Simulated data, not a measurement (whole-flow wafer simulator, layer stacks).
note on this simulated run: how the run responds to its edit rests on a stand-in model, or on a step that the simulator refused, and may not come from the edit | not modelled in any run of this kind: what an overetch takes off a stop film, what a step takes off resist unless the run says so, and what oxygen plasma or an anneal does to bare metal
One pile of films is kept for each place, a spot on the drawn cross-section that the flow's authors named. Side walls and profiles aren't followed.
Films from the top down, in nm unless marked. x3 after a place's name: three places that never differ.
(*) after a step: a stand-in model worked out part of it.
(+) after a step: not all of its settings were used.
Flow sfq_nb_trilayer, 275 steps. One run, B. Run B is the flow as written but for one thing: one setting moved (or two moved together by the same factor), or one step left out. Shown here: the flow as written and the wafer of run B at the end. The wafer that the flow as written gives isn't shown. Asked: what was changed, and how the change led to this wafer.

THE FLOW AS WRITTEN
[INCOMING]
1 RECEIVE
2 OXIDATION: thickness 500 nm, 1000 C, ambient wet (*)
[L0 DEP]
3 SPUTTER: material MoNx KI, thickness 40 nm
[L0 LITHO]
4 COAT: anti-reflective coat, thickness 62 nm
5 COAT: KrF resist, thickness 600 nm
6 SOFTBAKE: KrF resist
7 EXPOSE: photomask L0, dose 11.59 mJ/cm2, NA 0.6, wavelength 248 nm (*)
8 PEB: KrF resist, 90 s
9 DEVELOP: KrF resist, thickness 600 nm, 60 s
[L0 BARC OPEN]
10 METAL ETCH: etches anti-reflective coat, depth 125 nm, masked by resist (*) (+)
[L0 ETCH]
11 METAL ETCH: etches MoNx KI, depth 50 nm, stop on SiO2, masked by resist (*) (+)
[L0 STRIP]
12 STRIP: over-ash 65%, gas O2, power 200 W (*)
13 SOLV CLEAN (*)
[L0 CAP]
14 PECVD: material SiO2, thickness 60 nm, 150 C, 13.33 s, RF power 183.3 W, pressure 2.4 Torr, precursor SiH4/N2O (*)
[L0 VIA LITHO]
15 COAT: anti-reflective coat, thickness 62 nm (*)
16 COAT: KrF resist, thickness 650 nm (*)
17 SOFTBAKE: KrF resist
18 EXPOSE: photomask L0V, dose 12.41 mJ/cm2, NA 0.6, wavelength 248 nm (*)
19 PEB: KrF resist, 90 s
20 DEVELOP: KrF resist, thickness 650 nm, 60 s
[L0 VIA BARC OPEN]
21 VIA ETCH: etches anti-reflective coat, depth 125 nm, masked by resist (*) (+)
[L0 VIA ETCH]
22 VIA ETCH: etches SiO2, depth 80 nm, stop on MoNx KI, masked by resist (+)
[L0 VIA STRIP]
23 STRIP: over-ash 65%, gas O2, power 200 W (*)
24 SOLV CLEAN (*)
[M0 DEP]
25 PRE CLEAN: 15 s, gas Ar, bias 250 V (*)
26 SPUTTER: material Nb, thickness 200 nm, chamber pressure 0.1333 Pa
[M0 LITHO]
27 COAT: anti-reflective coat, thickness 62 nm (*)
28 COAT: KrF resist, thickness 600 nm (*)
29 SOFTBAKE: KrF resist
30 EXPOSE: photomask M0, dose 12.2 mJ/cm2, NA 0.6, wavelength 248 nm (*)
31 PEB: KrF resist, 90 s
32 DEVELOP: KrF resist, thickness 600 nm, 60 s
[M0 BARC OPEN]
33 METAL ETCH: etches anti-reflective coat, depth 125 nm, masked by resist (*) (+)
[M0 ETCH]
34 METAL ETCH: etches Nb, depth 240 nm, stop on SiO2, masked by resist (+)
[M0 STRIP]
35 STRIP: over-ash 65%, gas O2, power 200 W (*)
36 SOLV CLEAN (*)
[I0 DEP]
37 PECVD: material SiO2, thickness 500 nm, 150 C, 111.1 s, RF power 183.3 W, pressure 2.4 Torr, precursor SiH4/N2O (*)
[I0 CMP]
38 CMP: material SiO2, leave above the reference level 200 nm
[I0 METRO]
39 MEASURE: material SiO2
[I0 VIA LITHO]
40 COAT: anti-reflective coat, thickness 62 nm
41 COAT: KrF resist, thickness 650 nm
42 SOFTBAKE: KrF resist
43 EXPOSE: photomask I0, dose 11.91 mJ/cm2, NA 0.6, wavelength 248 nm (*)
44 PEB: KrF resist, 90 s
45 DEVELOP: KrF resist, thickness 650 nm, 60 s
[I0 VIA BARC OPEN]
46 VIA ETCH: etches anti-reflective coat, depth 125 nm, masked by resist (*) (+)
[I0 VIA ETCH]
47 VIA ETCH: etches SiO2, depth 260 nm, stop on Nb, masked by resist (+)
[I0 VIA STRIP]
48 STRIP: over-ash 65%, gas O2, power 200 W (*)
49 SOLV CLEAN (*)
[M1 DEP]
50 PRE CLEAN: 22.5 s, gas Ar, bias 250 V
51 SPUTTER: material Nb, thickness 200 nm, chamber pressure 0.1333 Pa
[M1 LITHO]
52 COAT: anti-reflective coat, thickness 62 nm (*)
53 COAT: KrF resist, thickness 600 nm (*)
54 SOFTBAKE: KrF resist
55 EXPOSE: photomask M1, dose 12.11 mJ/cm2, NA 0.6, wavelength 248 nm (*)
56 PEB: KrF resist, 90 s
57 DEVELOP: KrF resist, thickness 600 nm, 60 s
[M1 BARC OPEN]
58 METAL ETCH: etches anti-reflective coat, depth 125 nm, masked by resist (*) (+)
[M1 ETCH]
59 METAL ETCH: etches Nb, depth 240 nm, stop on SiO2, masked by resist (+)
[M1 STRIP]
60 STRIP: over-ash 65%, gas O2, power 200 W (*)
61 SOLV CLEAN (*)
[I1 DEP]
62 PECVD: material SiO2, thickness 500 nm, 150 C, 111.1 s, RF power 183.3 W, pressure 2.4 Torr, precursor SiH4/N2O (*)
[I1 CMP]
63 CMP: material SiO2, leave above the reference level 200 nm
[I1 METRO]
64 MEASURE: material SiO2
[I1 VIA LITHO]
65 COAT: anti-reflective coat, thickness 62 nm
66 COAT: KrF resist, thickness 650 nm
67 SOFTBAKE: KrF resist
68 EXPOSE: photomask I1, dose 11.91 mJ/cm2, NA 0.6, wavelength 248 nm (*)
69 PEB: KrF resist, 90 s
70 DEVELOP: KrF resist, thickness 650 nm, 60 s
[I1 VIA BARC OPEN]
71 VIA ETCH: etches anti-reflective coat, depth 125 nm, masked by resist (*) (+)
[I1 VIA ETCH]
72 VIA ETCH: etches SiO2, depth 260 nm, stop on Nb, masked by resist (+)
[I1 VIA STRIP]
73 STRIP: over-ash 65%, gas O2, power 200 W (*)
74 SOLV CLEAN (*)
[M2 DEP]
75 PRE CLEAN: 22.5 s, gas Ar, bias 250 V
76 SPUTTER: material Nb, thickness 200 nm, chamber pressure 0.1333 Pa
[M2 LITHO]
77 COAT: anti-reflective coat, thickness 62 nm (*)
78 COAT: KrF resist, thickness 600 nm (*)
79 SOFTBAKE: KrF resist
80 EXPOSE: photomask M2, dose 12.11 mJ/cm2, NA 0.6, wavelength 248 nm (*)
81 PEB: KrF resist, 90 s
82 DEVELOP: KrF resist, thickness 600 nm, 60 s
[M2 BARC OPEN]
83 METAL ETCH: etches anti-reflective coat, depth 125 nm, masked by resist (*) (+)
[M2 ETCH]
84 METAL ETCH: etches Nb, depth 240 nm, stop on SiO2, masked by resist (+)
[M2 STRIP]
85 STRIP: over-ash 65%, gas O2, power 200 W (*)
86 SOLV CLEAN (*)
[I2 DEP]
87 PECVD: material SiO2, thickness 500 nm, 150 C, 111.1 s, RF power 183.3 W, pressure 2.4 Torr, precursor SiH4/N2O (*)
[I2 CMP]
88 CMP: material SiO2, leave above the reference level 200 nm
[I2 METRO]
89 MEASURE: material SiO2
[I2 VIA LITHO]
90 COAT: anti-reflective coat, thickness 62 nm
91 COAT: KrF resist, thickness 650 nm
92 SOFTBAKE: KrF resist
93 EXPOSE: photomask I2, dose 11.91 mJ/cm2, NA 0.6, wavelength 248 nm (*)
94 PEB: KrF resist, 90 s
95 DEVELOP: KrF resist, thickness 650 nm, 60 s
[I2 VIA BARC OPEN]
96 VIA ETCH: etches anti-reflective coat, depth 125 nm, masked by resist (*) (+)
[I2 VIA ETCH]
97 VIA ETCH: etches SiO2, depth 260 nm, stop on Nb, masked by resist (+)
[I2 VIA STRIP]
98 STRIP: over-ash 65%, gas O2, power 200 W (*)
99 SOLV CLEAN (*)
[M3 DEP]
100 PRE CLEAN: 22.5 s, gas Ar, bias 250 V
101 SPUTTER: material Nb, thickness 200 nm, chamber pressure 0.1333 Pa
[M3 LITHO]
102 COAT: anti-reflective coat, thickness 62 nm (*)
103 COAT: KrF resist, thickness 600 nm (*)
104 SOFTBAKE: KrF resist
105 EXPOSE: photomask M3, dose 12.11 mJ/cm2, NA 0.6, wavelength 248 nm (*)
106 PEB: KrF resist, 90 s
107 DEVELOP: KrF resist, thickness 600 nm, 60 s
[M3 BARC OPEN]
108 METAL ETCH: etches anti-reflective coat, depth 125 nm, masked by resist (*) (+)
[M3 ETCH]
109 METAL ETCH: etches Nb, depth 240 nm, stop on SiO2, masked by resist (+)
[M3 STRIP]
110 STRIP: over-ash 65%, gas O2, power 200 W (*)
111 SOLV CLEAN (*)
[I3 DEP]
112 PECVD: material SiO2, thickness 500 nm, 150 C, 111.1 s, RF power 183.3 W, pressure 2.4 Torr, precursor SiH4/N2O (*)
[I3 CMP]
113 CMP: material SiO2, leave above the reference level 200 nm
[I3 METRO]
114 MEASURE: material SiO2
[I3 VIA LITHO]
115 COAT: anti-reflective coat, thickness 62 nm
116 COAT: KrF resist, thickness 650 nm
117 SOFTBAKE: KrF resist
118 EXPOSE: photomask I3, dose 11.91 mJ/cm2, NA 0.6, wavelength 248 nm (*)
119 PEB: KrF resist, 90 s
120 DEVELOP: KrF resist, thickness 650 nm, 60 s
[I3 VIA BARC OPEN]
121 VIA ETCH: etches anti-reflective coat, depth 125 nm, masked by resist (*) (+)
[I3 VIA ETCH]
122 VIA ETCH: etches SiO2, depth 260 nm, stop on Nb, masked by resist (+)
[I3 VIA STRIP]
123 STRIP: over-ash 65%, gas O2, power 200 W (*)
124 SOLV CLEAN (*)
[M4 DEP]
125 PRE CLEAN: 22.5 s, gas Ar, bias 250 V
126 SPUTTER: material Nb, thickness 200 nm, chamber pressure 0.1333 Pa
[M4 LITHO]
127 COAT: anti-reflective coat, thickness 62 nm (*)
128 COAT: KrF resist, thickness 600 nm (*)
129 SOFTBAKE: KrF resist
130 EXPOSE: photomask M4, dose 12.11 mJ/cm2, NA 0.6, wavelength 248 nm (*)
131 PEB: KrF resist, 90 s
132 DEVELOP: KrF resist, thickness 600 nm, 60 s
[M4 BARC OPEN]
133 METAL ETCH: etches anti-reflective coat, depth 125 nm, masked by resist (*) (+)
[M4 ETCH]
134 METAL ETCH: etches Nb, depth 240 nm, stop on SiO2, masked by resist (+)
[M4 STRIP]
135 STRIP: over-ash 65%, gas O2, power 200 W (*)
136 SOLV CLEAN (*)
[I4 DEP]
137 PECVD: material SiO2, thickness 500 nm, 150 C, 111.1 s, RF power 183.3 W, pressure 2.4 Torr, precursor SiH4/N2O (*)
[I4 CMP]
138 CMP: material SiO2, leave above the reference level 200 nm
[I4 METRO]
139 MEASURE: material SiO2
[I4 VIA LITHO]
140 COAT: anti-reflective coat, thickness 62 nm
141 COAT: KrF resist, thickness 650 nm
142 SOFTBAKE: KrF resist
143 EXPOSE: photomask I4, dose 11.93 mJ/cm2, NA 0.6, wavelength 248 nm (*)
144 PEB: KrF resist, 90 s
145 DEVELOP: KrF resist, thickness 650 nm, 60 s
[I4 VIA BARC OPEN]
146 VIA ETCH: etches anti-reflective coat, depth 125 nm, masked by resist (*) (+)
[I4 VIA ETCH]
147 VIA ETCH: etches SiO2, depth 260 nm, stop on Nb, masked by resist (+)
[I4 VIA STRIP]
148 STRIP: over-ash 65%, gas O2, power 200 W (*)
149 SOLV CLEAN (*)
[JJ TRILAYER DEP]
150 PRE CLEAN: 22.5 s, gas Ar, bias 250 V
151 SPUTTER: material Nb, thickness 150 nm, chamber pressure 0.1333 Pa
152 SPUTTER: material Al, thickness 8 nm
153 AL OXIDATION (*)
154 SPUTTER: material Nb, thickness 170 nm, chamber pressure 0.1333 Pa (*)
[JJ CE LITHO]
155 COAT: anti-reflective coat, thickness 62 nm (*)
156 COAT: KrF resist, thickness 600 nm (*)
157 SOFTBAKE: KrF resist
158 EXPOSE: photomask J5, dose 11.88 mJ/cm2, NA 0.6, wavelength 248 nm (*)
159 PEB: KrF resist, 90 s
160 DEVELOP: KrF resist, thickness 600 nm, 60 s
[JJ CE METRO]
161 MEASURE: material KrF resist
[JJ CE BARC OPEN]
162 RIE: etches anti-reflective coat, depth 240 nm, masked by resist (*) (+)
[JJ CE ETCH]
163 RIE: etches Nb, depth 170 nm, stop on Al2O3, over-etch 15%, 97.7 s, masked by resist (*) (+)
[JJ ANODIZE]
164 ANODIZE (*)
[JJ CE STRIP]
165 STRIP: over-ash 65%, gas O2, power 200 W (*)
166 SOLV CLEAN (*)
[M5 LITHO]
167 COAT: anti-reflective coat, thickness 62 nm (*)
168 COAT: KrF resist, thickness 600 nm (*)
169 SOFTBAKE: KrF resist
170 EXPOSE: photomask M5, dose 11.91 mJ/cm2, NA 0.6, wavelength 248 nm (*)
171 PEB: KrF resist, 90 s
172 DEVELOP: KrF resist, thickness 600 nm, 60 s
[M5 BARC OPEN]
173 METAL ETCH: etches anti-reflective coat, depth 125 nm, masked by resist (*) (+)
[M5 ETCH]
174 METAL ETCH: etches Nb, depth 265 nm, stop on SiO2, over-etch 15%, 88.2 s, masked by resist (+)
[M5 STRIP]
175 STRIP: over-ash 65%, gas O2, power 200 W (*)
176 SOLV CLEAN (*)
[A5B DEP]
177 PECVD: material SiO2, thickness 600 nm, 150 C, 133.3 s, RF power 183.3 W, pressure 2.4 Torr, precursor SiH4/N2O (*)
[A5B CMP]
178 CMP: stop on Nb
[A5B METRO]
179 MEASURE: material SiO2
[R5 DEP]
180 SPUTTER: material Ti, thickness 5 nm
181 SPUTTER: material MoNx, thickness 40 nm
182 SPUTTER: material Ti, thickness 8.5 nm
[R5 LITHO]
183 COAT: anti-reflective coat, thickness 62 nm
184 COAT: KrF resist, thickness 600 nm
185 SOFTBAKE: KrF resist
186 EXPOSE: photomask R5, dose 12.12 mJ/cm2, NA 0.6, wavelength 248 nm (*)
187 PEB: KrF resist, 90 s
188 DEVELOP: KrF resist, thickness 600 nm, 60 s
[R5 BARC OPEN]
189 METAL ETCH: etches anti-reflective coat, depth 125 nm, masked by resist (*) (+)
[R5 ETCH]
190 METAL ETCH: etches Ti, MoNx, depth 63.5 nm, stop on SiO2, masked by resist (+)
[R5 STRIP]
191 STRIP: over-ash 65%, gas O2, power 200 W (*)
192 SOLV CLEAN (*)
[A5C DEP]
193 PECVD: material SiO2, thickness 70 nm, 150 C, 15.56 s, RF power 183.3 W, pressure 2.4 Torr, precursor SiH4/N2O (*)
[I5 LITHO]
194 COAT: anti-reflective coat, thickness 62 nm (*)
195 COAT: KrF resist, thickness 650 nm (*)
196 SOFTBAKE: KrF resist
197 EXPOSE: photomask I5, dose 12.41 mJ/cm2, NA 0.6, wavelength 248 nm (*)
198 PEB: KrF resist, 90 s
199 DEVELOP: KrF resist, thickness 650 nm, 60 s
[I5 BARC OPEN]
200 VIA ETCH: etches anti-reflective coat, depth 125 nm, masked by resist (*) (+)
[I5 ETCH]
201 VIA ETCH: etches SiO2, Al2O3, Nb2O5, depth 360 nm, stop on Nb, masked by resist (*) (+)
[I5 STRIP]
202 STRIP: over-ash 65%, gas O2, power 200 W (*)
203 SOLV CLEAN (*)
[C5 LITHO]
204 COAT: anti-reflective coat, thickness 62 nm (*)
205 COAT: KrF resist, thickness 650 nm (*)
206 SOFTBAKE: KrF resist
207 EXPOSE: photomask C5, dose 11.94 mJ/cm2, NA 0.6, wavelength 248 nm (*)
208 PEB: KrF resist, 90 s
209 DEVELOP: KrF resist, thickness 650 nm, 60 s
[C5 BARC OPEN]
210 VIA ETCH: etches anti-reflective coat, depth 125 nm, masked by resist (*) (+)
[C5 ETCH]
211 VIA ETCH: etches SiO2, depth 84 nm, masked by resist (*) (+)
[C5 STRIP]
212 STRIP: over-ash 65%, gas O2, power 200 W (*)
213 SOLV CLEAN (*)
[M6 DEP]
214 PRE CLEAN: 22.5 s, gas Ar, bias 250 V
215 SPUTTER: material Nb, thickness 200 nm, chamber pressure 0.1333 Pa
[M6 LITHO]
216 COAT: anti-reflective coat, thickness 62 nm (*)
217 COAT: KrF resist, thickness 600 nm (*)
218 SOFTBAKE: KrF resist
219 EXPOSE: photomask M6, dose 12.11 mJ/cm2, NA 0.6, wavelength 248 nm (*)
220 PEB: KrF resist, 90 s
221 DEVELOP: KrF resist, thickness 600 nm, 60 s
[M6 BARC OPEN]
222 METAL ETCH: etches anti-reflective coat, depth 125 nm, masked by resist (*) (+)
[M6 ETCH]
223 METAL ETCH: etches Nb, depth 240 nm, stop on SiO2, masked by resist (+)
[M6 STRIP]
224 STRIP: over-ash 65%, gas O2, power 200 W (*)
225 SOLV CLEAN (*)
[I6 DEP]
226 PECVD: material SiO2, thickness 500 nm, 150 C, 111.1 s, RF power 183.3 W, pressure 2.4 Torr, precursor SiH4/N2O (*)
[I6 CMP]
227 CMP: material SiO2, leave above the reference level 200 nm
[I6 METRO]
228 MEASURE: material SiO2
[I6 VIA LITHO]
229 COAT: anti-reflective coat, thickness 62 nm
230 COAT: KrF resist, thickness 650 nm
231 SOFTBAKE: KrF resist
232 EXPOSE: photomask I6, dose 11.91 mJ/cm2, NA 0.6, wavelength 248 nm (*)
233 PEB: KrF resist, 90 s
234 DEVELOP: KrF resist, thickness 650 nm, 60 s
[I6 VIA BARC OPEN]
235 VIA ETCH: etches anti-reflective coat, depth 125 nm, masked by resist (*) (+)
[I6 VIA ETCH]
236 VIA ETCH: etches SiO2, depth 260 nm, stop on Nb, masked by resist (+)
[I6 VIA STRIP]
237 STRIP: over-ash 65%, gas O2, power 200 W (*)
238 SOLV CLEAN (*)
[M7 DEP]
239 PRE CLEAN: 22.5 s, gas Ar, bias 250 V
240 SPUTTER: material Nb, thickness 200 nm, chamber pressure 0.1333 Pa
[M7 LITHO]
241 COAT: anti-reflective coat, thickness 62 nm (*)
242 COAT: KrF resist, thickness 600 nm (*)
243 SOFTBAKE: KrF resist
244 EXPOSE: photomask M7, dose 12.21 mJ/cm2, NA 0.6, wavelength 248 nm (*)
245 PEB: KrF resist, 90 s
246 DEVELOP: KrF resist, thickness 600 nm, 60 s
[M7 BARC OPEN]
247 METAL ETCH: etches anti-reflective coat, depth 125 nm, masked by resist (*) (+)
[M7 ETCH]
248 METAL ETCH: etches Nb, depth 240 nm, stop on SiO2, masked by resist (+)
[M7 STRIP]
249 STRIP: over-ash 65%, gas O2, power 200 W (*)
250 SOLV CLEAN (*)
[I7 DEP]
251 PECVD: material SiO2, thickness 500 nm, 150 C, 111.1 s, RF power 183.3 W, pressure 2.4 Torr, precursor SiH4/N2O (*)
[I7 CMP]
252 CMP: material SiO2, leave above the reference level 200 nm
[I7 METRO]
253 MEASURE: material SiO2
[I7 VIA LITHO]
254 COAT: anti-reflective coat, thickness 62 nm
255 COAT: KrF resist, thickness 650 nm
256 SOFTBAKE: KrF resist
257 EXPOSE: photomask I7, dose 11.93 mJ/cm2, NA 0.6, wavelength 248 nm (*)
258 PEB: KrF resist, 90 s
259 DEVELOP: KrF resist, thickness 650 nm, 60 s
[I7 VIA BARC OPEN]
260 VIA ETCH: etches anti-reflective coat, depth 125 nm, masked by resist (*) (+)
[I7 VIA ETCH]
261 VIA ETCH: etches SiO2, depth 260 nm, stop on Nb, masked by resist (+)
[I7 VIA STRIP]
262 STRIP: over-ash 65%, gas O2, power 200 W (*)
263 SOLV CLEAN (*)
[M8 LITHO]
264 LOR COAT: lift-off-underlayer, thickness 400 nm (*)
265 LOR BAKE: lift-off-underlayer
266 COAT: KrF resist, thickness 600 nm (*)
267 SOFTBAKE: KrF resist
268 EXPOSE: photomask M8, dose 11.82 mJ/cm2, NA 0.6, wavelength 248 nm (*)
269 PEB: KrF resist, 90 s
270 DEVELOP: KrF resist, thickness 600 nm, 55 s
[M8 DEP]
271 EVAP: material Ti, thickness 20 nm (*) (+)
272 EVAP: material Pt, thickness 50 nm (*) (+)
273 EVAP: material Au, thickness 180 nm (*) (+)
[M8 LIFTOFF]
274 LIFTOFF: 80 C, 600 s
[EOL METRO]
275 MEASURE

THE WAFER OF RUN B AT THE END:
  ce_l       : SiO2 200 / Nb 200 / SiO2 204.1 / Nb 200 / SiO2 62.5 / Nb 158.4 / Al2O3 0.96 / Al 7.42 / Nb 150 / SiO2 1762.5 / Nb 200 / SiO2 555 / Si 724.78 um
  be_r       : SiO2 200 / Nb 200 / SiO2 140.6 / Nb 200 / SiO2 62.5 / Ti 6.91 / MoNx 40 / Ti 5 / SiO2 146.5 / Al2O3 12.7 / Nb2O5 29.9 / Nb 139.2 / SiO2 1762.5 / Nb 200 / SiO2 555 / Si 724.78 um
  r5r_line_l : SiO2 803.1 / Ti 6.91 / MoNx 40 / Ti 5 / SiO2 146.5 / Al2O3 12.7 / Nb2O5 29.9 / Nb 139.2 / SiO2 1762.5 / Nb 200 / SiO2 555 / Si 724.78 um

The cause: step 182, SPUTTER: thickness 6.906 nm was run, where the flow has thickness 8.5 nm.
It can be read off the wafer: be_r has Ti 6.91, and step 182 as written asks for 8.5 nm.

How the change led to this, step by step:
  182 SPUTTER: material Ti, thickness 8.5 nm
      field_l, v_sur, via_wl and 103 more: Ti +6.91 (new film) (as written it would be: Ti +8.5 (new film))
  190 METAL ETCH: etches Ti, MoNx, depth 63.5 nm, stop on SiO2, masked by resist (+)
      field_l, v_sur, via_wl and 92 more: Ti -6.91 (all of it), MoNx -40 (all of it), Ti -5 (all of it) (as written it would be: Ti -8.5 (all of it), MoNx -40 (all of it), Ti -5 (all of it))
      ce_l, c5j, ce_r, wl_jj: Ti -6.91 (all of it), MoNx -40 (all of it), Ti -5 (all of it), Nb -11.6 (as written it would be: Ti -8.5 (all of it), MoNx -40 (all of it), Ti -5 (all of it), Nb -10)
